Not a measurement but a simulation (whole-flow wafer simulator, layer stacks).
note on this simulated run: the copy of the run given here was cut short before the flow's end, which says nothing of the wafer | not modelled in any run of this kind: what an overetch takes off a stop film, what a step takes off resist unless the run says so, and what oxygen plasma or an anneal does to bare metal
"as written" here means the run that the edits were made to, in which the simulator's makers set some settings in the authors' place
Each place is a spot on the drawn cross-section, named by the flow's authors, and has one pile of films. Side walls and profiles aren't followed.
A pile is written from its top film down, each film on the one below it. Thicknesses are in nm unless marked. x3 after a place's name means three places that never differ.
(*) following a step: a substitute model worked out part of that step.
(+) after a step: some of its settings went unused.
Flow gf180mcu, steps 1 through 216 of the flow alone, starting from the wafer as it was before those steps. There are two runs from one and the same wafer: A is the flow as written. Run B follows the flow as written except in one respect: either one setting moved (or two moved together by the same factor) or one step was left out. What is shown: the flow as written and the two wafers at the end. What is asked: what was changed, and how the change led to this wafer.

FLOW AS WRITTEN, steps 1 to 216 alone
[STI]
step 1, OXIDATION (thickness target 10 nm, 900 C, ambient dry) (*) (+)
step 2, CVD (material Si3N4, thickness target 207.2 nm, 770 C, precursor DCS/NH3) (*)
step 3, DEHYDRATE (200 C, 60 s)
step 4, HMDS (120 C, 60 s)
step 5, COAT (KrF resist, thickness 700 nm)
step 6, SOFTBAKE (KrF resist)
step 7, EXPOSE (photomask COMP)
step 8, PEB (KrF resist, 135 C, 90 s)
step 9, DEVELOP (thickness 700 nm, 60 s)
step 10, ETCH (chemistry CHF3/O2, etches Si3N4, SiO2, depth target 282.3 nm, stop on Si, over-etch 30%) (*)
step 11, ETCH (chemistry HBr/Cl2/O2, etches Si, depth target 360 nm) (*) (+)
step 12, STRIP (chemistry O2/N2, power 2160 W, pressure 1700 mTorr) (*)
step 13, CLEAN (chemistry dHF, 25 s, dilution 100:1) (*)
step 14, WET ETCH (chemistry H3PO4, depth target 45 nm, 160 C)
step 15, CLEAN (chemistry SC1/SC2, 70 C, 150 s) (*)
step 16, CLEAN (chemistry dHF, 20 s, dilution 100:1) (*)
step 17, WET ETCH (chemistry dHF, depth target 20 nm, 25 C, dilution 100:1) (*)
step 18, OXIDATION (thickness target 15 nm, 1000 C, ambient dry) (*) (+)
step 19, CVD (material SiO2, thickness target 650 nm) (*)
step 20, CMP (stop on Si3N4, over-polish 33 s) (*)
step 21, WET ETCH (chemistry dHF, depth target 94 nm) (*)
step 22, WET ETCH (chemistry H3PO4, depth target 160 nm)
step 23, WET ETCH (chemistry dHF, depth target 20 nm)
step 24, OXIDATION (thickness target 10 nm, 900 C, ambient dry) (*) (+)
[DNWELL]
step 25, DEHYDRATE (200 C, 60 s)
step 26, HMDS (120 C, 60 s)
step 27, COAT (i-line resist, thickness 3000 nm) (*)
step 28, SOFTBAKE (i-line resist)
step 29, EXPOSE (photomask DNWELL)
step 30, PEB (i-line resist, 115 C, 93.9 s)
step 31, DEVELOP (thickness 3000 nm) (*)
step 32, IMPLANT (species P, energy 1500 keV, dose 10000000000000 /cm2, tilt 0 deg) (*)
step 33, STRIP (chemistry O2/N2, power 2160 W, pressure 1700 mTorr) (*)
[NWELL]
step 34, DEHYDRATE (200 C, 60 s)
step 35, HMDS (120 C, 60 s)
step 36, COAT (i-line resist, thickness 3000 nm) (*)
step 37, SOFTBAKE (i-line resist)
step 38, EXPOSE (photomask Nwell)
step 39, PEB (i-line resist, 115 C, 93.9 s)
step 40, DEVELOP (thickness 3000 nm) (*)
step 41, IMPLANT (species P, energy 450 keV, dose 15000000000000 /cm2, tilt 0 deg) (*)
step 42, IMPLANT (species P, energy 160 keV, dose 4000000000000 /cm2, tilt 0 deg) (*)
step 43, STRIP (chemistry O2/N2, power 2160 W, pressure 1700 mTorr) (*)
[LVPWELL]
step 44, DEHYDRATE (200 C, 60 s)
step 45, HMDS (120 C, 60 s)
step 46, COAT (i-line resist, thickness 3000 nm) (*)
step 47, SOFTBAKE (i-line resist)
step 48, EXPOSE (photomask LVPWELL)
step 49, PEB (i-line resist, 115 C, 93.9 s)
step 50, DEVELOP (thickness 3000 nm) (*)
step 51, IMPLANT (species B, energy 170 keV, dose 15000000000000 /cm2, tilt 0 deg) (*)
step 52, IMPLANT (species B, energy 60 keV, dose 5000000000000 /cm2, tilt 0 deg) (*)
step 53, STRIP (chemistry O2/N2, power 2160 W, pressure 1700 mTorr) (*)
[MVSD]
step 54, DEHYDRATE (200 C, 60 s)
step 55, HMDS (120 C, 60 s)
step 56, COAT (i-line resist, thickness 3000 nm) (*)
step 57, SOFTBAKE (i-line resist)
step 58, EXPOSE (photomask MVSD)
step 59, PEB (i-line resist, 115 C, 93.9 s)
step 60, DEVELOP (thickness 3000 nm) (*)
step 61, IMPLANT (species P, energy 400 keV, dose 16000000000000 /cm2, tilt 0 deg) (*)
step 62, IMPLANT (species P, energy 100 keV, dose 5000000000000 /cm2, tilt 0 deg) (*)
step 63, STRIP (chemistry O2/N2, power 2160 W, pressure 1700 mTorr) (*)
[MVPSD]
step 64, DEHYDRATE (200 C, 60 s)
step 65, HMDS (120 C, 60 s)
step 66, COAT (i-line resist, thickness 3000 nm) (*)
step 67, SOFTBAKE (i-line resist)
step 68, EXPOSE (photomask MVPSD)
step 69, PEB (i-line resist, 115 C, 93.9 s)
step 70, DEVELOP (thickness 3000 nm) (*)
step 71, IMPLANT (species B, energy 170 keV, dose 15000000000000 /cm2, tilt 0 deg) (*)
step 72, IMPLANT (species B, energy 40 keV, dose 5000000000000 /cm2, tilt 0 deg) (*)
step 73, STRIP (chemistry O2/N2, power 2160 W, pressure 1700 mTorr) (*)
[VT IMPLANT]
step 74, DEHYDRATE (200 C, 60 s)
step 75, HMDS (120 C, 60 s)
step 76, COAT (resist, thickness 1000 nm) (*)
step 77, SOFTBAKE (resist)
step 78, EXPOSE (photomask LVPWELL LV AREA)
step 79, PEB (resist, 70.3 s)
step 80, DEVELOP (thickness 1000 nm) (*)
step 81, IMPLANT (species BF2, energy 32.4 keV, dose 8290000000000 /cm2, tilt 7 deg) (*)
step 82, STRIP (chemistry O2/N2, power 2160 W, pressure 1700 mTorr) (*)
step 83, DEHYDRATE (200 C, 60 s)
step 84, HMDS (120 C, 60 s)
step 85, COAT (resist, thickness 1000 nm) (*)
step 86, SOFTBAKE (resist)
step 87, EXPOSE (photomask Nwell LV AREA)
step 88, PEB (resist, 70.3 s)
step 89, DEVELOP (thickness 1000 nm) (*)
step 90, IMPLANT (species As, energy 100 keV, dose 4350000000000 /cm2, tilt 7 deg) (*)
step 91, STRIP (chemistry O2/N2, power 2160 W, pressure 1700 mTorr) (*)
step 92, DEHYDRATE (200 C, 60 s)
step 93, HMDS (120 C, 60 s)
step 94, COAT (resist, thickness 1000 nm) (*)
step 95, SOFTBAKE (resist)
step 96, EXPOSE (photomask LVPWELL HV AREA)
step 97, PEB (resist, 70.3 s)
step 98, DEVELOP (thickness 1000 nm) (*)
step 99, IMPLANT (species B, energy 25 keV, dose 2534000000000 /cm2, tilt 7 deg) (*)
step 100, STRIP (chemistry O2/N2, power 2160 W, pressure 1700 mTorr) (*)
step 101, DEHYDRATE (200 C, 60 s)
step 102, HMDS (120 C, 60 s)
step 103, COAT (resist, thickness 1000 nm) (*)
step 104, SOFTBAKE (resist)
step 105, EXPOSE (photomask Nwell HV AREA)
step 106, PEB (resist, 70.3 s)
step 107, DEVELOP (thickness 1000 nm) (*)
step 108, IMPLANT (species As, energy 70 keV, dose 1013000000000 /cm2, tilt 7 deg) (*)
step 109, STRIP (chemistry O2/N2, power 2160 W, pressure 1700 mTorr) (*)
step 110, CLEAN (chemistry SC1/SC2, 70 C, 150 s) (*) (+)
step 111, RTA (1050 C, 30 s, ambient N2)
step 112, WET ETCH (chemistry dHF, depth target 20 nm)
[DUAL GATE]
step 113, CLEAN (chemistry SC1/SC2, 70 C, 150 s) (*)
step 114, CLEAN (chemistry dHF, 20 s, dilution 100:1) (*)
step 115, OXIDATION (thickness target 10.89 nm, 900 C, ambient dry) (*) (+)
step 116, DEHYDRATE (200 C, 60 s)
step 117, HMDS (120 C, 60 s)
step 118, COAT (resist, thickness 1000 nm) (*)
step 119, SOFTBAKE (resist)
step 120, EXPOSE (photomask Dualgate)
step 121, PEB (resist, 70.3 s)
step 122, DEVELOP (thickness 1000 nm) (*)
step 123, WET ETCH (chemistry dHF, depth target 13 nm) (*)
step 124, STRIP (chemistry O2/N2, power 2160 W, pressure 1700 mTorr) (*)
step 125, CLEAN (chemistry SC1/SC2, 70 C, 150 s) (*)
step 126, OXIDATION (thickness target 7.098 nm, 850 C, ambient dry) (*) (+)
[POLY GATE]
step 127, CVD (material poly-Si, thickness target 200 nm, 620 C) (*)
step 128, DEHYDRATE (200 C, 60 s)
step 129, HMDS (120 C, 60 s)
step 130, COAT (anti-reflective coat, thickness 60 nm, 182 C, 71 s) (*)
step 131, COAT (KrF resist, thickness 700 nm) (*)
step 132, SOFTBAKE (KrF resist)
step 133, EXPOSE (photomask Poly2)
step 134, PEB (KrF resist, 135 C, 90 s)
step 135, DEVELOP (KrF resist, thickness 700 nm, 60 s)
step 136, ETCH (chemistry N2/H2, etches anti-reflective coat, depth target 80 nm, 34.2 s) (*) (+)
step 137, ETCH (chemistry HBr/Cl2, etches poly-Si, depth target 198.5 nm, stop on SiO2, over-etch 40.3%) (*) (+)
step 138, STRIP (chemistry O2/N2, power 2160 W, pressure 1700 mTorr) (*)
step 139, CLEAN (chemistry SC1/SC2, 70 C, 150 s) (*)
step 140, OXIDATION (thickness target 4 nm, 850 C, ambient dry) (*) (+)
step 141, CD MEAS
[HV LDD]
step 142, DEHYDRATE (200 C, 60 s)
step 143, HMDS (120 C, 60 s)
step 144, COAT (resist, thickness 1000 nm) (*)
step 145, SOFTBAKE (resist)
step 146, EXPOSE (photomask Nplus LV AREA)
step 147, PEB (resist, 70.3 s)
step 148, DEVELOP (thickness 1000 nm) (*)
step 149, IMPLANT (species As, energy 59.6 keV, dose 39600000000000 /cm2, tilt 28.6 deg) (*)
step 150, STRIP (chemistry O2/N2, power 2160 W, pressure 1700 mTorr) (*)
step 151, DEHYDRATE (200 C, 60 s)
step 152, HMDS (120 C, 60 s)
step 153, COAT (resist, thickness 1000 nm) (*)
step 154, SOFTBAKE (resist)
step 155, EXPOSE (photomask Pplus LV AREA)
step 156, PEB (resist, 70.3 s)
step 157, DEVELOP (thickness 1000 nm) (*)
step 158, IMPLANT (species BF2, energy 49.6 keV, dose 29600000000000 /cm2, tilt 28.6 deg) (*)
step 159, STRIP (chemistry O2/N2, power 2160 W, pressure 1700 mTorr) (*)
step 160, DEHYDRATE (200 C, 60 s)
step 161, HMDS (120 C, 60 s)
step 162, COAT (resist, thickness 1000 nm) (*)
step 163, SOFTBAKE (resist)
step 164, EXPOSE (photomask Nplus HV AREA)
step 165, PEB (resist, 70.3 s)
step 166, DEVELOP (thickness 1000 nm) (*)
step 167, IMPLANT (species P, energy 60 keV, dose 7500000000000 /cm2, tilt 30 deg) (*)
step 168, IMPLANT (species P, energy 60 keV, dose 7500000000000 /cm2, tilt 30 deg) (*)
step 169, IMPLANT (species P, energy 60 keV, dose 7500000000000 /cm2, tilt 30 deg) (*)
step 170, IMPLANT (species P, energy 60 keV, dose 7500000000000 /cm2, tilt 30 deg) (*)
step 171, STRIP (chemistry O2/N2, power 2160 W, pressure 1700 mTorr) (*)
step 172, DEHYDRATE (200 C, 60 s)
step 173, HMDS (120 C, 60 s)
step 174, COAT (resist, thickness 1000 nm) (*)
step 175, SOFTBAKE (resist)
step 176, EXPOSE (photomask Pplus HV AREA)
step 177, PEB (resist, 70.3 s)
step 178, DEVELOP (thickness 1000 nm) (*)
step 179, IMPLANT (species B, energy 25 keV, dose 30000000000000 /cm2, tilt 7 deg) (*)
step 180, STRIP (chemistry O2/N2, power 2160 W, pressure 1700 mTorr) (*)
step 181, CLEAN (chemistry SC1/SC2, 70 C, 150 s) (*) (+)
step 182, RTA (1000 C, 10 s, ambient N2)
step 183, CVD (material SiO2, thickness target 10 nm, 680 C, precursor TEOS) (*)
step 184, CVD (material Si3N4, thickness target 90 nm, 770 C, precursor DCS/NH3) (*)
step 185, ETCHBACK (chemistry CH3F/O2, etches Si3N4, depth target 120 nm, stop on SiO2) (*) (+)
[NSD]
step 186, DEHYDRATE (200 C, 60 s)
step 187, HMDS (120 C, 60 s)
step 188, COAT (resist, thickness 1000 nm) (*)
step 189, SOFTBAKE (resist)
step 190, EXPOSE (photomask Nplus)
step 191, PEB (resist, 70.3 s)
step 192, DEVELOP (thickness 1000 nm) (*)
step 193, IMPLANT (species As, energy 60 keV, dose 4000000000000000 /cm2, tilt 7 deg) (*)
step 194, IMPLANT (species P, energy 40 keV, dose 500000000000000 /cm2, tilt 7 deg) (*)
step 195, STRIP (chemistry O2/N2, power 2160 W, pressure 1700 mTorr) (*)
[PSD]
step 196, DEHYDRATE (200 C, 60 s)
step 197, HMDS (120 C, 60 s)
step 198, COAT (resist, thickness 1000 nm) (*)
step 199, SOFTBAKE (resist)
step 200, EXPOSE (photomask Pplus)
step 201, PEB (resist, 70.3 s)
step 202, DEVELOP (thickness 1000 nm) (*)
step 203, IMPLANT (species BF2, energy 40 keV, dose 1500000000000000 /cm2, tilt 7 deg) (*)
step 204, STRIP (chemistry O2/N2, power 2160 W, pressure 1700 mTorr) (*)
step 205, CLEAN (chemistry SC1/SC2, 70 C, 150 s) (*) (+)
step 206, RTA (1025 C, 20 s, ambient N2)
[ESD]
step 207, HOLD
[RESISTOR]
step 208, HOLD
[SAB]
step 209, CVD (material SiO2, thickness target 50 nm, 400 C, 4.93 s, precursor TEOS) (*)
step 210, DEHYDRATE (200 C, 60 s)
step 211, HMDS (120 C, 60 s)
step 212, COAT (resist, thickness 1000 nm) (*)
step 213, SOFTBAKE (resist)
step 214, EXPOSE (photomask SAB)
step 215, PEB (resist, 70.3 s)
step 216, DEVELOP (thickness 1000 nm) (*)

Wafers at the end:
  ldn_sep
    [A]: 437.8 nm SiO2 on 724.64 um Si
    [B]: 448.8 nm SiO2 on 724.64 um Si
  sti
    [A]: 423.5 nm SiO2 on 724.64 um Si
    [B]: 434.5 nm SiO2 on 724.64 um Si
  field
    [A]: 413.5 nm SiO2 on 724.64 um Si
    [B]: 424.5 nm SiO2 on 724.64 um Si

The reason: step 23, WET ETCH: depth target 11.5 nm was run, while the flow as written has depth target 20 nm.

Step by step, how the change led to this:
  step 23, WET ETCH (chemistry dHF, depth target 20 nm)
      field, field_sub, sti and 29 more: A SiO2 loses 26 | B SiO2 loses 14.9
      mim, npoly_u, ppoly_u, nw_enc_fld, nw_enc_fld_lv: A SiO2 loses 26 | B SiO2 loses 15
  step 28, SOFTBAKE (i-line resist)
      ldn_fp, ldn_drn: A i-line resist gains 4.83 | B i-line resist gains 6.15
      field: A i-line resist gains 2.45 | B i-line resist gains 3.25
      (and at 33 other places as well)
  step 37, SOFTBAKE (i-line resist)
      ldn_fp, ldn_drn: A i-line resist gains 4.83 | B i-line resist gains 6.15
      field: A i-line resist gains 2.45 | B i-line resist gains 3.25
      (and at 33 other places as well)
  step 47, SOFTBAKE (i-line resist)
      ldn_fp, ldn_drn: A i-line resist gains 4.83 | B i-line resist gains 6.15
      field: A i-line resist gains 2.45 | B i-line resist gains 3.25
      (and at 33 other places as well)
  step 57, SOFTBAKE (i-line resist)
      ldn_fp, ldn_drn: A i-line resist gains 4.83 | B i-line resist gains 6.15
      field: A i-line resist gains 2.45 | B i-line resist gains 3.25
      (and at 33 other places as well)
  step 67, SOFTBAKE (i-line resist)
      ldn_fp, ldn_drn: A i-line resist gains 4.83 | B i-line resist gains 6.15
      field: A i-line resist gains 2.45 | B i-line resist gains 3.25
      (and at 33 other places as well)
  step 77, SOFTBAKE (resist)
      gate_p_hv: A resist gains 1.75 | B resist gains 2.33
      iso_ptap_sub: A resist gains 1.9 | B resist gains 2.41
  step 86, SOFTBAKE (resist)
      gate_p_hv: A resist gains 1.75 | B resist gains 2.33
      iso_ptap_sub: A resist gains 1.9 | B resist gains 2.41
  step 95, SOFTBAKE (resist)
      gate_p_hv: A resist gains 1.75 | B resist gains 2.33
      iso_ptap_sub: A resist gains 1.9 | B resist gains 2.41
  step 104, SOFTBAKE (resist)
      gate_p_hv: A resist gains 1.75 | B resist gains 2.33
      iso_ptap_sub: A resist gains 1.9 | B resist gains 2.41
  step 119, SOFTBAKE (resist)
      gate_p_hv: A resist gains 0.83 | B resist gains 1.4
      iso_ptap_sub: A resist gains 1.06 | B resist gains 1.57
  step 130, COAT (anti-reflective coat, thickness 60 nm, 182 C, 71 s) (*)
      p_well, spacer, sd_n: A anti-reflective coat gains 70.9 (new film) | B anti-reflective coat gains 81.5 (new film)
      field: A anti-reflective coat gains 61.5 (new film) | B anti-reflective coat gains 57.9 (new film)
      (and at 70 other places as well)
  step 136, ETCH (chemistry N2/H2, etches anti-reflective coat, depth target 80 nm, 34.2 s) (*) (+)
      p_well, spacer, sd_n: A anti-reflective coat loses 70.9 (all of it), poly-Si loses 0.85 | B anti-reflective coat loses 81.5 (all of it), poly-Si loses 0.58
      field: A anti-reflective coat loses 61.5 (all of it), poly-Si loses 1.09 | B anti-reflective coat loses 57.9 (all of it), poly-Si loses 1.18
      (and at 49 other places as well)
  step 138, STRIP (chemistry O2/N2, power 2160 W, pressure 1700 mTorr) (*)
      gate: A chemical SiO2 gains 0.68 (new film), KrF resist loses 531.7 (all of it), anti-reflective coat loses 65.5 (all of it), poly-Si loses 0.3 | B chemical SiO2 gains 0.68 (new film), KrF resist loses 532.3 (all of it), anti-reflective coat loses 70.3 (all of it), poly-Si loses 0.3
      gate_hv: A chemical SiO2 gains 0.68 (new film), KrF resist loses 528.4 (all of it), anti-reflective coat loses 61 (all of it), poly-Si loses 0.3 | B chemical SiO2 gains 0.68 (new film), KrF resist loses 530.7 (all of it), anti-reflective coat loses 62.8 (all of it), poly-Si loses 0.3
      (and at 19 other places as well)
  step 145, SOFTBAKE (resist)
      gate_p_hv: A resist loses 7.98 | B resist loses 7.35
      iso_ptap_sub: A resist gains 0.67 | B resist gains 1.18
      (and at 1 other place as well)
  step 154, SOFTBAKE (resist)
      gate_p_hv: A resist loses 7.98 | B resist loses 7.35
      iso_ptap_sub: A resist gains 0.67 | B resist gains 1.18
      (and at 1 other place as well)
  ... 5 other steps ...
  step 213, SOFTBAKE (resist)
      gate_p_hv: A resist loses 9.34 | B resist loses 8.75
      iso_ptap_sub: A resist gains 0.66 | B resist gains 1.17
      (and at 3 other places as well)
